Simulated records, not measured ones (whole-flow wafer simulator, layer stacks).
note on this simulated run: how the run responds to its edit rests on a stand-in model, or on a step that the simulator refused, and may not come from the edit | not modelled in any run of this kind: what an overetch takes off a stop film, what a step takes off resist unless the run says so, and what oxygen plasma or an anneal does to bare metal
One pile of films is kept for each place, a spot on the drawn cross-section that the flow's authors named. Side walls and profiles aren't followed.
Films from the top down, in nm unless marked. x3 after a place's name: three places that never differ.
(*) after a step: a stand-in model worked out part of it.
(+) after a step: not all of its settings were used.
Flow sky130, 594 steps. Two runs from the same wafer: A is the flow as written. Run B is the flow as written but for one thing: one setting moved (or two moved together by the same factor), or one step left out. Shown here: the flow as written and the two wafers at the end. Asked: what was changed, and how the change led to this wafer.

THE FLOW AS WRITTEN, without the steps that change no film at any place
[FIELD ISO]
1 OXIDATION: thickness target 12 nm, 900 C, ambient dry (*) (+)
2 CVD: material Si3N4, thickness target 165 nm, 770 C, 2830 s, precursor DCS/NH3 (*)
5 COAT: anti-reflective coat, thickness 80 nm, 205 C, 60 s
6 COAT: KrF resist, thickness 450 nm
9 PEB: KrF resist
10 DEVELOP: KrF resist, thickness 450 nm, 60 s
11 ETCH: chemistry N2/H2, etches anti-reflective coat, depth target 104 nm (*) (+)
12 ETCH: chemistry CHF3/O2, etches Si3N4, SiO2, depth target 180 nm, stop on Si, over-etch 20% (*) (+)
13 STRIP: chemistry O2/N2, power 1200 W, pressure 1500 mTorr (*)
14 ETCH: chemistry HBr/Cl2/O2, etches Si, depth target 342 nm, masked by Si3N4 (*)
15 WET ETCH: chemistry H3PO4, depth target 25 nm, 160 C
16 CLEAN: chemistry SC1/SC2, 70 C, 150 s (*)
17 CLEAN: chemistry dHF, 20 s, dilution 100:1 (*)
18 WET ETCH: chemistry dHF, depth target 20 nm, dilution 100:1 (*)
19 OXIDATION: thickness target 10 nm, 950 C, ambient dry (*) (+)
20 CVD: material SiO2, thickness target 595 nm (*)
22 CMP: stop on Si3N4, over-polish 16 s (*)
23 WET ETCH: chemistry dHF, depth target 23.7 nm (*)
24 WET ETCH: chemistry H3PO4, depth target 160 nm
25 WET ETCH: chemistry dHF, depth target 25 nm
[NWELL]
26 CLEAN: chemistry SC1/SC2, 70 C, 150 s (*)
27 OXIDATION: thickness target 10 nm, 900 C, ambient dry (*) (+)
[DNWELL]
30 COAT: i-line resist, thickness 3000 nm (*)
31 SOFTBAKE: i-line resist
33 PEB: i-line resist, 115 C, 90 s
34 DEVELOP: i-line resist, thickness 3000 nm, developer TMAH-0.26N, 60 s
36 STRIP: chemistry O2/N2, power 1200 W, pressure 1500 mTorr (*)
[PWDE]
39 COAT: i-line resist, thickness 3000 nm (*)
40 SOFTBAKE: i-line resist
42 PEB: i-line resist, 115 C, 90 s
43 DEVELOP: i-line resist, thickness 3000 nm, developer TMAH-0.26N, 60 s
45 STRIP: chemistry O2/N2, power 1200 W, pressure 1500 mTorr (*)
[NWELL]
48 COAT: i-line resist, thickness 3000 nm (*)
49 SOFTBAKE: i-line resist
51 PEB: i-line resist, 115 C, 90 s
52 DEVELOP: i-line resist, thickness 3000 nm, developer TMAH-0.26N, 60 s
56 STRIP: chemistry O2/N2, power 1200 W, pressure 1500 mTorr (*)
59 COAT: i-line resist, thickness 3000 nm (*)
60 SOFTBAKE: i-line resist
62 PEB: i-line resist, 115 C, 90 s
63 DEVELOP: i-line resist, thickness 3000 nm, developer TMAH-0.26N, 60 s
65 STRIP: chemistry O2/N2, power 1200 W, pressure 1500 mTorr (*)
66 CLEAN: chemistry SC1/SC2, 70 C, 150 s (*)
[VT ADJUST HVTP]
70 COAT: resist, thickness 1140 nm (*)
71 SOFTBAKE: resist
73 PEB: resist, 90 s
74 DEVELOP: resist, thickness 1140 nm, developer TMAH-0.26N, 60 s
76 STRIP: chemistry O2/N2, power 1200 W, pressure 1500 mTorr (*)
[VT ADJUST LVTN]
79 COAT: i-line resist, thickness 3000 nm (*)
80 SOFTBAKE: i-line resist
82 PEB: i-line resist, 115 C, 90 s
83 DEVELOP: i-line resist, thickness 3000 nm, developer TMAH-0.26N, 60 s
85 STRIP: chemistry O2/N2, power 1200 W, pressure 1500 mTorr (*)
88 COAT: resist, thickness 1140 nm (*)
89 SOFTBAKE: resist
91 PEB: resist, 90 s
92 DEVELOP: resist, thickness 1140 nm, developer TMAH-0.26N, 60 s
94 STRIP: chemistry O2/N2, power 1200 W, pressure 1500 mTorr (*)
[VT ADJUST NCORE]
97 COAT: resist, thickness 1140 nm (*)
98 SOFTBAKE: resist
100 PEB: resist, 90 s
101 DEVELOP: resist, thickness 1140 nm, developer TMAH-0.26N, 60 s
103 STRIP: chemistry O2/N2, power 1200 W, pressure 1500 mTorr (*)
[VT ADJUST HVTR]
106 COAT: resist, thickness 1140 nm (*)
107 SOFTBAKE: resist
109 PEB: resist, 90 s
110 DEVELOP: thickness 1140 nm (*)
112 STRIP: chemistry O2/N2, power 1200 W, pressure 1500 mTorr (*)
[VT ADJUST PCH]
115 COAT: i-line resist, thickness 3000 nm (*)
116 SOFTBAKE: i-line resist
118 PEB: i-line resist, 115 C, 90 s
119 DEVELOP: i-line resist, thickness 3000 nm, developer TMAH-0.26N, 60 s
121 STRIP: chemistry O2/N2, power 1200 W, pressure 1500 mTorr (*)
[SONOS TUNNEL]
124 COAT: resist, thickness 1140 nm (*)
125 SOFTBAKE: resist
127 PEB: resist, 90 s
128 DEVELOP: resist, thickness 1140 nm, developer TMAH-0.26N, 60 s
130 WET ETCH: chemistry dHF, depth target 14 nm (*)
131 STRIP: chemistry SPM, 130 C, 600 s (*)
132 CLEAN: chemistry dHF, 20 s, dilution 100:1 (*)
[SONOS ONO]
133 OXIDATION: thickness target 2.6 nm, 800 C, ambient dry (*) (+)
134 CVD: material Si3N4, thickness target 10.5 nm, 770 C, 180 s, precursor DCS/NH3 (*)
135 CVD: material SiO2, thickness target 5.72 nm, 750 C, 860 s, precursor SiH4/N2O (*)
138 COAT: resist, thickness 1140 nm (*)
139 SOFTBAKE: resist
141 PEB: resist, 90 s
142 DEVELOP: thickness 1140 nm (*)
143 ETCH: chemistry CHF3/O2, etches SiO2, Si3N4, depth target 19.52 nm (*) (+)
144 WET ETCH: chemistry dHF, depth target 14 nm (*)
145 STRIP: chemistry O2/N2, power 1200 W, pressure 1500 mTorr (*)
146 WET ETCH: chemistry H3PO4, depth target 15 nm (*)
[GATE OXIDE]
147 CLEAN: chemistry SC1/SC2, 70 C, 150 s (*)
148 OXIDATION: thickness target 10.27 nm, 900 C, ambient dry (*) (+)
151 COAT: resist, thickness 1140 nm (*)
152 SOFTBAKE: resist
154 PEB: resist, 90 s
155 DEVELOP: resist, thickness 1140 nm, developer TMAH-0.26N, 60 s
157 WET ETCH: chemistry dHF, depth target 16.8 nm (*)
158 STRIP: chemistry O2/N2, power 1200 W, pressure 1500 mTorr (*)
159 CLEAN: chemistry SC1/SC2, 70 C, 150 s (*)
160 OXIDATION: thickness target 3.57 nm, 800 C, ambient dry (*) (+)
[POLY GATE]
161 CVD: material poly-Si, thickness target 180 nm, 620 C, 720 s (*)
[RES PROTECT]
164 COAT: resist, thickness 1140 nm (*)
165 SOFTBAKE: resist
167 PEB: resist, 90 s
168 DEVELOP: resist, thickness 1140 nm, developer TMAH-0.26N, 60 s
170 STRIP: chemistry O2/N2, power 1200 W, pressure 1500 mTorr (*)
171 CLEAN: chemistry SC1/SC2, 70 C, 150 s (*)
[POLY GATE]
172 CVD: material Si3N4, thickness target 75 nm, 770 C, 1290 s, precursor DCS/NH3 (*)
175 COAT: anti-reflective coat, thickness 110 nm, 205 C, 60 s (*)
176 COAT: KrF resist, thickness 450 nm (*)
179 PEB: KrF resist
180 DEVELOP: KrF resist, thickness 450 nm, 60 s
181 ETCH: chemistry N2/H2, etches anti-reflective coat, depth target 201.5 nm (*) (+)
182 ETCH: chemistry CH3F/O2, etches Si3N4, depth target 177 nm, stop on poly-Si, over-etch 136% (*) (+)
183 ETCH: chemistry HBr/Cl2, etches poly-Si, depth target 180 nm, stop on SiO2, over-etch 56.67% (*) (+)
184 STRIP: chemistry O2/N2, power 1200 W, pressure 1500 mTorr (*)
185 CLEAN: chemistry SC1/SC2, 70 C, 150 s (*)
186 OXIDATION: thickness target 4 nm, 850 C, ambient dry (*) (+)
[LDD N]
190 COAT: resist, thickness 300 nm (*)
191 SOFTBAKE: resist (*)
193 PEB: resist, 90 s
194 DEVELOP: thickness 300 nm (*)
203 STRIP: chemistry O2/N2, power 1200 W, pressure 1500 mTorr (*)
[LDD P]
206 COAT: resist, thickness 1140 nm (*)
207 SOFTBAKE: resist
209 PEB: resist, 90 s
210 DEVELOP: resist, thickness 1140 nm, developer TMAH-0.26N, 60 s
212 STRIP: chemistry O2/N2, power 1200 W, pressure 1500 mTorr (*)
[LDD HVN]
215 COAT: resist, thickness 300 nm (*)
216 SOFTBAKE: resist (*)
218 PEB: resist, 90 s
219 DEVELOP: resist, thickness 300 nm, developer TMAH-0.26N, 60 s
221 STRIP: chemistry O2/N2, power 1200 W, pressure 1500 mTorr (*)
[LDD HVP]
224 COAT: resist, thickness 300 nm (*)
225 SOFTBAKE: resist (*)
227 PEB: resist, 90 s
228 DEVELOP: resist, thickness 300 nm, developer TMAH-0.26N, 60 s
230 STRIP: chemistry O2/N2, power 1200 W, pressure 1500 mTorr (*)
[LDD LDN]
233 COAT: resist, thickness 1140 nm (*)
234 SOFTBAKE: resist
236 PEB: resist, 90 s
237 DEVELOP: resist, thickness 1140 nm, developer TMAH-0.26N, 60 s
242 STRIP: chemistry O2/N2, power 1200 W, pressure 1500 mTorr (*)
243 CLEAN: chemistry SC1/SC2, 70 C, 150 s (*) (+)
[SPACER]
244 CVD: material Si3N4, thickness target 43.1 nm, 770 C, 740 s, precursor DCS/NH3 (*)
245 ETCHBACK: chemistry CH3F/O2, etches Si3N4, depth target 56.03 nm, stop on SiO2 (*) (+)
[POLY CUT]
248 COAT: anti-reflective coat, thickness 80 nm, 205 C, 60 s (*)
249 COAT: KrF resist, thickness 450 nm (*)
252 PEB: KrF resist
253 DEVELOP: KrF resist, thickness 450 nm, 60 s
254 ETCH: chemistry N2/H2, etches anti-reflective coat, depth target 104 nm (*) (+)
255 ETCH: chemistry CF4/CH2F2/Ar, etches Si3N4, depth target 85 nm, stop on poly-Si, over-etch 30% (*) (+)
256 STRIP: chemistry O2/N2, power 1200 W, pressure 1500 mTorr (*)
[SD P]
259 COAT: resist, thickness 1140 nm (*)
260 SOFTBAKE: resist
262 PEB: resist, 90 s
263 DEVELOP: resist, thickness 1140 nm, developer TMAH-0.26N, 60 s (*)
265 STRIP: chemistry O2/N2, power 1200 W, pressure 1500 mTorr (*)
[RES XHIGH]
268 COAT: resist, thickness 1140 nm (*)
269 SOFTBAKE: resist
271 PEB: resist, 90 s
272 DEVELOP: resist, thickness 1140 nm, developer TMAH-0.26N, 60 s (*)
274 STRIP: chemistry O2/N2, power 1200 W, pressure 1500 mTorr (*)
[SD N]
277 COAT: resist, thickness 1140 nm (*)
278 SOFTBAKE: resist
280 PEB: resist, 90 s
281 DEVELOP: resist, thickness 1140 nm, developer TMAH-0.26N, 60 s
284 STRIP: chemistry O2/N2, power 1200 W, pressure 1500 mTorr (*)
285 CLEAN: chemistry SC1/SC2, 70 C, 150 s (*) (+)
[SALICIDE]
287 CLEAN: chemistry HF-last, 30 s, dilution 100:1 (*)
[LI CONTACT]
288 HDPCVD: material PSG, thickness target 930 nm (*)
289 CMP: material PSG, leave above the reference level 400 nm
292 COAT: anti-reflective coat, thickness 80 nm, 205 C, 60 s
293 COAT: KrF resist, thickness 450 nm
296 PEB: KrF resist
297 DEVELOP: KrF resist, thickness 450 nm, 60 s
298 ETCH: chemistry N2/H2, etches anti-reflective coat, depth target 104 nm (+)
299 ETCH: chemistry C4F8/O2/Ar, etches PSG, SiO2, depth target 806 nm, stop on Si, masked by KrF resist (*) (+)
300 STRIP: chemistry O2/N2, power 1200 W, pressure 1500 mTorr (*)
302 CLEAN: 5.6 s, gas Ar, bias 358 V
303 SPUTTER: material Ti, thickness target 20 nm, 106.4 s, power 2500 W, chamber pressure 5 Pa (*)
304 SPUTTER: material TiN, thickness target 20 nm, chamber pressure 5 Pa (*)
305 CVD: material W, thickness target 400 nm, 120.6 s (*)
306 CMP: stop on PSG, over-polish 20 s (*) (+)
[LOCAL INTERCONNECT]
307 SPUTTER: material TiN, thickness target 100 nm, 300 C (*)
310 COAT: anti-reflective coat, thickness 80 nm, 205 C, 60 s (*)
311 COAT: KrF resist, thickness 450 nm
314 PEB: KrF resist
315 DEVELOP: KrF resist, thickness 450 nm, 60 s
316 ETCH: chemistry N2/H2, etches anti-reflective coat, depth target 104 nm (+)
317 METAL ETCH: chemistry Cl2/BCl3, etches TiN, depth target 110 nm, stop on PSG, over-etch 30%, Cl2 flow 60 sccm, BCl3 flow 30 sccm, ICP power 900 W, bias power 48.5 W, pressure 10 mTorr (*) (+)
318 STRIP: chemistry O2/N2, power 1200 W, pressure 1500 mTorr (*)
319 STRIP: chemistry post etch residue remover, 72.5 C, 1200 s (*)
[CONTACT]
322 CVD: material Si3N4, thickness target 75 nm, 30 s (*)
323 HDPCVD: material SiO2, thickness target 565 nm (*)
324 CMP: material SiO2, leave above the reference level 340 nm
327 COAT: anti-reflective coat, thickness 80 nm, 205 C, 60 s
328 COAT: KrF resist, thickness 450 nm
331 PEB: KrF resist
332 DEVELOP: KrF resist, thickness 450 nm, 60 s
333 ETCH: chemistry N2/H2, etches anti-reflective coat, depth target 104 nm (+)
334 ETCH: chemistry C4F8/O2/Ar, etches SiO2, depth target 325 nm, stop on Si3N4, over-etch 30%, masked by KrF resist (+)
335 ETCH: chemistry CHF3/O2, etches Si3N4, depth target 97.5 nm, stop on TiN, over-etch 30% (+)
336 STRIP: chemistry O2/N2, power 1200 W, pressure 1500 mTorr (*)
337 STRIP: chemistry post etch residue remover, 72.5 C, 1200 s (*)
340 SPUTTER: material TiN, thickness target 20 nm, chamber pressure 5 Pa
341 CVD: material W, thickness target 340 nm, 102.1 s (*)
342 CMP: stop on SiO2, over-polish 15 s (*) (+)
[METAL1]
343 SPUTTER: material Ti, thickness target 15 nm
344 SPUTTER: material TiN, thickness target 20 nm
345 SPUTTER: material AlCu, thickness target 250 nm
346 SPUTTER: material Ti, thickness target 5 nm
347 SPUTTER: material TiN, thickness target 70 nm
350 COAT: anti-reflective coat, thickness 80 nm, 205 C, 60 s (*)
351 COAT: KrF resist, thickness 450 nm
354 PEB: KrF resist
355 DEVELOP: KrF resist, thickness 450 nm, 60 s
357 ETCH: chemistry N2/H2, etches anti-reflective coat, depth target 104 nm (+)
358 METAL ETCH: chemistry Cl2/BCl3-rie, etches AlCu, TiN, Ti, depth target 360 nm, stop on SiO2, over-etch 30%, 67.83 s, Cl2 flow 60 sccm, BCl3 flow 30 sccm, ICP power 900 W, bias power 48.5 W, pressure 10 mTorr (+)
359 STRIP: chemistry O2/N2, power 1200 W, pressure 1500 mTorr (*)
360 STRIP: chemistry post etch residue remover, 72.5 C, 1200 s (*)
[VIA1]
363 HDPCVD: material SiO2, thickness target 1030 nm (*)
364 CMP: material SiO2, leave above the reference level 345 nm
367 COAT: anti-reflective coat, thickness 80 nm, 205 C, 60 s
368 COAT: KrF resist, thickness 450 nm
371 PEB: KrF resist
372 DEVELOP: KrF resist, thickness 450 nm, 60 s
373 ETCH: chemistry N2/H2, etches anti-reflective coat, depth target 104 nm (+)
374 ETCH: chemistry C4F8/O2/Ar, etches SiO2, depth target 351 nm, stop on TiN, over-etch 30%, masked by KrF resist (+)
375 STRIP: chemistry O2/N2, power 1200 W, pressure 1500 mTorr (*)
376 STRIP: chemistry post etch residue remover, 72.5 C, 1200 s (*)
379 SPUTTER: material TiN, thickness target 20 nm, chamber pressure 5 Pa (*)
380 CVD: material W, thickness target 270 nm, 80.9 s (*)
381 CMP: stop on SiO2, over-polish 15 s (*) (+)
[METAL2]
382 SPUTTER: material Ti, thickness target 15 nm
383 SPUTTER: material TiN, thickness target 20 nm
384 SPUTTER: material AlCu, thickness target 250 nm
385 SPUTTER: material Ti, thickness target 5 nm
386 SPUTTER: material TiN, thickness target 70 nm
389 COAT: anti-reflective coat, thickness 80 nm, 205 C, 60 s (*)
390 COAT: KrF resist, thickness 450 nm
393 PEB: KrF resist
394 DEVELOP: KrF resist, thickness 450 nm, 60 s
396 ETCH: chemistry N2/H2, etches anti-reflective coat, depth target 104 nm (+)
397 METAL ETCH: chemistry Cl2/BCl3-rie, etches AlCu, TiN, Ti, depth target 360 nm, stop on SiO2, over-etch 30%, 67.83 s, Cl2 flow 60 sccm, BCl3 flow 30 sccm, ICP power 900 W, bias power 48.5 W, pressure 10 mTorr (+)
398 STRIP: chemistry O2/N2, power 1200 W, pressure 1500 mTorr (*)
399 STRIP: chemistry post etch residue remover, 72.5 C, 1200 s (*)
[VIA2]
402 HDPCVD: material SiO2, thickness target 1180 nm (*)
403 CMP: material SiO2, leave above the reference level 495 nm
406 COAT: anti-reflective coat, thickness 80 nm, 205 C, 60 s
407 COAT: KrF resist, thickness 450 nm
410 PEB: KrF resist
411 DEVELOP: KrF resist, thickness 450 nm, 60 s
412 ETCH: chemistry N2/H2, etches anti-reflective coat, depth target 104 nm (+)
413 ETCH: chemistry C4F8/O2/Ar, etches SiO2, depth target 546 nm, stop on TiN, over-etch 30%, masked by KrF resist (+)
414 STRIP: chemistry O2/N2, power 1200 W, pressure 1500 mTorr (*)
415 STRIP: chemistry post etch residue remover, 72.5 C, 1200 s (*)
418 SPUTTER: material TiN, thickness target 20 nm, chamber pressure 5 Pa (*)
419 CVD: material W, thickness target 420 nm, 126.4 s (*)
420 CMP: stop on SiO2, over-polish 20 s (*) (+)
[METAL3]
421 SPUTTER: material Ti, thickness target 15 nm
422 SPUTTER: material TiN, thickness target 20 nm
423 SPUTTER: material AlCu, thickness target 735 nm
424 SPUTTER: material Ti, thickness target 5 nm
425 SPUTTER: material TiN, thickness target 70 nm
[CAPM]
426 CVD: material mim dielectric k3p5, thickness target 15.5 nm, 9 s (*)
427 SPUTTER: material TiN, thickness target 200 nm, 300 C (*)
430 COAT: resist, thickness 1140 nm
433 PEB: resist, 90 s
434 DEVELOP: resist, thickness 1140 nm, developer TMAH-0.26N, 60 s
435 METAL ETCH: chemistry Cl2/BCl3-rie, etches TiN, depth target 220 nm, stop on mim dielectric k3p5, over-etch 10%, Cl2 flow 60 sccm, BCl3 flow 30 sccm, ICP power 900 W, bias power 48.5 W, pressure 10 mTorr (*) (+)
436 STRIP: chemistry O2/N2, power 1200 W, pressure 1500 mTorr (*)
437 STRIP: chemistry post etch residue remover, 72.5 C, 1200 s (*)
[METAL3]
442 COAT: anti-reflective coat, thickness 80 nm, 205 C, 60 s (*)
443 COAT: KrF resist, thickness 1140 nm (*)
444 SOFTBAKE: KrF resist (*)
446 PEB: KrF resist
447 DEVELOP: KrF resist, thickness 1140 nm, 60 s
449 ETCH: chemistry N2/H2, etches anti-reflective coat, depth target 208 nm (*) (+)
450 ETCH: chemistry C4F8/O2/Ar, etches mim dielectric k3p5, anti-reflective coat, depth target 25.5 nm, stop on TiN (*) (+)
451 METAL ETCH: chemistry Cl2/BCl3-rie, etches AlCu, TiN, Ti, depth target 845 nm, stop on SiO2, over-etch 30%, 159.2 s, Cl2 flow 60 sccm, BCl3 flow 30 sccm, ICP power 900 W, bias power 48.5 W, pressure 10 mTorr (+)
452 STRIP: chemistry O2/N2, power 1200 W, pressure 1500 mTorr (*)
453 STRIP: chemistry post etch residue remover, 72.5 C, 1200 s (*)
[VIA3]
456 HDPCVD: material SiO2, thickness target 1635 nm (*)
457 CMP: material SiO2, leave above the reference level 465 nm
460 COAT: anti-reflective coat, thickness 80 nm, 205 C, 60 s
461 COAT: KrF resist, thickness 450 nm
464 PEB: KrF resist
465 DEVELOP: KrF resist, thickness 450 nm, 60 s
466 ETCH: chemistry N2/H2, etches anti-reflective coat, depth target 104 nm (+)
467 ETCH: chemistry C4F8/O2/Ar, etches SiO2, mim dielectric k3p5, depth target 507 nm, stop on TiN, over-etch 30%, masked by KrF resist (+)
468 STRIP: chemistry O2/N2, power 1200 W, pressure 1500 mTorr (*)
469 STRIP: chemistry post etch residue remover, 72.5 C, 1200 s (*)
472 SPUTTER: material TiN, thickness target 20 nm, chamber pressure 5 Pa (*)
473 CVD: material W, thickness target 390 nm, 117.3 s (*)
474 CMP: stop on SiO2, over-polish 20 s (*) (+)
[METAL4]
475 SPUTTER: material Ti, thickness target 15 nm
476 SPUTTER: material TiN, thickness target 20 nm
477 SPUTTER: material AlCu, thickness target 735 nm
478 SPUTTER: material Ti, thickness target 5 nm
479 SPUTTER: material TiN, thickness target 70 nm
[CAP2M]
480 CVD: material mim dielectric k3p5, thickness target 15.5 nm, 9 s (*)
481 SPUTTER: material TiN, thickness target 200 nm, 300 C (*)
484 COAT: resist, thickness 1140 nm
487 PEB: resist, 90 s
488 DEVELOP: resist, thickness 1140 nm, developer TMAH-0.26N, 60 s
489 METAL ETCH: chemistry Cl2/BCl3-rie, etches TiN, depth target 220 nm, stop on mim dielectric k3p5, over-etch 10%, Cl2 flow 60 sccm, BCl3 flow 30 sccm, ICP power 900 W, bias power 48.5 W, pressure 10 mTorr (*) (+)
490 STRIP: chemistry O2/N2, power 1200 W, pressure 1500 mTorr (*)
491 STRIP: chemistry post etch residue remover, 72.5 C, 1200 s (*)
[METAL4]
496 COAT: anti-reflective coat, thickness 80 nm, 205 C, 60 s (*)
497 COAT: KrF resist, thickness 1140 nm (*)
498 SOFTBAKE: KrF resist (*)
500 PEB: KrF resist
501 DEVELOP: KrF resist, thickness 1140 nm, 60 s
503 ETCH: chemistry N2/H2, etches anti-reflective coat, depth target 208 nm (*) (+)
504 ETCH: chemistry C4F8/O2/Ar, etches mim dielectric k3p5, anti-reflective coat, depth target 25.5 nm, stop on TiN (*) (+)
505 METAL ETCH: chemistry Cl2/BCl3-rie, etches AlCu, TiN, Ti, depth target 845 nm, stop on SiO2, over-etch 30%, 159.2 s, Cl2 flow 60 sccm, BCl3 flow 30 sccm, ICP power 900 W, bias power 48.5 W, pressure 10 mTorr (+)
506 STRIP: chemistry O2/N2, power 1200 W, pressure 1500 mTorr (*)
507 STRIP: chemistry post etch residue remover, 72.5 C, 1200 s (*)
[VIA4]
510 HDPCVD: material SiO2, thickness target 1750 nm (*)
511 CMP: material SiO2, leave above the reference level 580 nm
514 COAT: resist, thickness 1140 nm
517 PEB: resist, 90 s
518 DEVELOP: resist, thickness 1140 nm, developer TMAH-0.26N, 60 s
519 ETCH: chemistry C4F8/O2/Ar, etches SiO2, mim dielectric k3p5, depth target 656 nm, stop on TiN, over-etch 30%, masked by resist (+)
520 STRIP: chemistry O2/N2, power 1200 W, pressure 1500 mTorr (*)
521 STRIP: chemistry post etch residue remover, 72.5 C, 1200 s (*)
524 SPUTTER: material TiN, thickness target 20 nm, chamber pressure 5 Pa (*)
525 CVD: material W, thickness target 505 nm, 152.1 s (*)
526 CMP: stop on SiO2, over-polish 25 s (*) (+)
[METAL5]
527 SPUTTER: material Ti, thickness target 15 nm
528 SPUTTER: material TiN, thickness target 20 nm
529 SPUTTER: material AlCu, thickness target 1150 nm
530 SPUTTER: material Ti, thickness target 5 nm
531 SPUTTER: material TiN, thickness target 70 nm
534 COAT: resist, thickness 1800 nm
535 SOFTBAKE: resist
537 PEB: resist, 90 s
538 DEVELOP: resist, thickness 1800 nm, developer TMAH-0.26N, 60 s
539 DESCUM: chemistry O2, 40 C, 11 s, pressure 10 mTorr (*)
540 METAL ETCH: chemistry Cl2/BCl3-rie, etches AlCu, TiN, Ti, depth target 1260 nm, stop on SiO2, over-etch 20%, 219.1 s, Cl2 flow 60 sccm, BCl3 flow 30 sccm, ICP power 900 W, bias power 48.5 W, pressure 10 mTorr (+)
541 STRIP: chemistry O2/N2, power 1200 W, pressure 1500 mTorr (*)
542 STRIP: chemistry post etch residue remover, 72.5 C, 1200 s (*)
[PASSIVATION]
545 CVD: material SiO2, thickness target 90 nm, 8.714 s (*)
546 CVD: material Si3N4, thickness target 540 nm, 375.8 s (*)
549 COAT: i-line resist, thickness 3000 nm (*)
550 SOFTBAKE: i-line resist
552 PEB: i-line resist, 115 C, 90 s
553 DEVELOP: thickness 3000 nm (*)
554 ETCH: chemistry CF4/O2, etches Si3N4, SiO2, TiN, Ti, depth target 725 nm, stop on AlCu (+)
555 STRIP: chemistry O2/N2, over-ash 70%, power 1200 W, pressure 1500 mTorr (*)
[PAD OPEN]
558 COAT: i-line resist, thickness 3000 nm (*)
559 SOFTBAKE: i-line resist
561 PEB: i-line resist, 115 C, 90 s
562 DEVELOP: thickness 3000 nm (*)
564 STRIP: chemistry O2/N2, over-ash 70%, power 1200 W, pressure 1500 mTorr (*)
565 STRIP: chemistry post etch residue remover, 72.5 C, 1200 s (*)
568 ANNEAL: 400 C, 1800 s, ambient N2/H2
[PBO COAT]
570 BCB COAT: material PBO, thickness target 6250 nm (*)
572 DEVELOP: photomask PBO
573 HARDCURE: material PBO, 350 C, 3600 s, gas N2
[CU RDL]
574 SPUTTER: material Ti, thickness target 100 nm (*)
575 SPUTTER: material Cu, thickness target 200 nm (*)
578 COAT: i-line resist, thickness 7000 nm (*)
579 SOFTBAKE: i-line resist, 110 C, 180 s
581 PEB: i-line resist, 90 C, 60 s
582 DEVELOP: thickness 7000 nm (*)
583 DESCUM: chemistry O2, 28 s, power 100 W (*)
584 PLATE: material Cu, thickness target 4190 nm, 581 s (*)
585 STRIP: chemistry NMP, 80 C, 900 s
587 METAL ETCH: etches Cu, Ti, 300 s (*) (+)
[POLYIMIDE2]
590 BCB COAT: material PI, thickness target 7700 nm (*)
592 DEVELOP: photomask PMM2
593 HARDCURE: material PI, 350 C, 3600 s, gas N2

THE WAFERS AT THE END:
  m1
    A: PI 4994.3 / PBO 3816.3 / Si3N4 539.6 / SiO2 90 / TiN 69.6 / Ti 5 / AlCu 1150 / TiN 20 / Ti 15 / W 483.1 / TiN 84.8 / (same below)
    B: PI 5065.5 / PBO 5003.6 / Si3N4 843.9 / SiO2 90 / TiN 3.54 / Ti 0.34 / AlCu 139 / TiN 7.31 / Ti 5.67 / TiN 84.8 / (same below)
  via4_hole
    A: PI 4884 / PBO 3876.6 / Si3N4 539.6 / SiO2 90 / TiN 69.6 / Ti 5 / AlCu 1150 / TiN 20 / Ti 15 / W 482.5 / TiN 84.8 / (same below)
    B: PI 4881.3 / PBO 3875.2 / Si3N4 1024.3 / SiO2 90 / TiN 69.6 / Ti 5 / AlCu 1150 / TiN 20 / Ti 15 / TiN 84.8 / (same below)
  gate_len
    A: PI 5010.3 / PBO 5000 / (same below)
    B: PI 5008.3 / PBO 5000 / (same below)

The cause: step 525, CVD: material W, thickness target 505 nm, 152.1 s (*), was left out.

How the change led to this, step by step:
  526 CMP: stop on SiO2, over-polish 25 s (*) (+)
      field, active, n_well and 188 more: A W -505 (all of it), TiN -20 (all of it), SiO2 -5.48 | B TiN -20 (all of it), SiO2 -5.48
      m1, via4_hole: A W -532.7 | B nothing
  527 SPUTTER: material Ti, thickness target 15 nm
      m1: A Ti +15 (new film) | B Ti +5.67 (new film)
  528 SPUTTER: material TiN, thickness target 20 nm
      m1: A TiN +20 (new film) | B TiN +7.31 (new film)
  529 SPUTTER: material AlCu, thickness target 1150 nm
      m1: A AlCu +1150 (new film) | B AlCu +139 (new film)
  530 SPUTTER: material Ti, thickness target 5 nm
      m1: A Ti +5 (new film) | B Ti +0.34 (new film)
  531 SPUTTER: material TiN, thickness target 70 nm
      m1: A TiN +70 (new film) | B TiN +3.96 (new film)
  534 COAT: resist, thickness 1800 nm
      field: A resist +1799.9 (new film) | B resist +1738 (new film)
      active: A resist +1799.9 (new film) | B resist +1740.6 (new film)
      (and at 8 more places)
  535 SOFTBAKE: resist
      field: A nothing | B resist +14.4
      active: A nothing | B resist +12.5
      (and at 21 more places)
  537 PEB: resist, 90 s
      gate, spacer, sonos_guard, sonos_guard_hv: A resist -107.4 | B resist -104.7
      field, active, sonos_cell: A resist -107.4 | B resist -104.6
      (and at 3 more places)
  538 DEVELOP: resist, thickness 1800 nm, developer TMAH-0.26N, 60 s
      field: A resist -1692.5 (all of it) | B resist -1647.8 (all of it)
      active: A resist -1692.5 (all of it) | B resist -1648.5 (all of it)
      (and at 6 more places)
  541 STRIP: chemistry O2/N2, power 1200 W, pressure 1500 mTorr (*)
      m1: A resist -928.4 (all of it) | B resist -2363.5 (all of it)
      via4_hole: A resist -928.3 (all of it) | B resist -1371 (all of it)
  546 CVD: material Si3N4, thickness target 540 nm, 375.8 s (*)
      m1: A Si3N4 +540 (new film) | B Si3N4 +844.3 (new film)
      via4_hole: A Si3N4 +540 (new film) | B Si3N4 +1024.7 (new film)
  549 COAT: i-line resist, thickness 3000 nm (*)
      gate: A i-line resist +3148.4 (new film) | B i-line resist +3005.9 (new film)
      m1: A i-line resist +1890.4 (new film) | B i-line resist +3005.9 (new film)
      (and at 6 more places)
  550 SOFTBAKE: i-line resist
      active: A i-line resist +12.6 | B i-line resist -2.63
      pwell_dnw: A i-line resist -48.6 | B i-line resist +0.24
      (and at 28 more places)
  552 PEB: i-line resist, 115 C, 90 s
      m1: A i-line resist -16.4 | B i-line resist -34.4
  555 STRIP: chemistry O2/N2, over-ash 70%, power 1200 W, pressure 1500 mTorr (*)
      m1: A i-line resist -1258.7 (all of it) | B i-line resist -2486.2 (all of it)
  ... 5 more steps ...
  579 SOFTBAKE: i-line resist, 110 C, 180 s
      gate: A i-line resist -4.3 | B i-line resist +3.21
      gate_hv: A i-line resist -4.45 | B i-line resist +3.34
      (and at 76 more places)
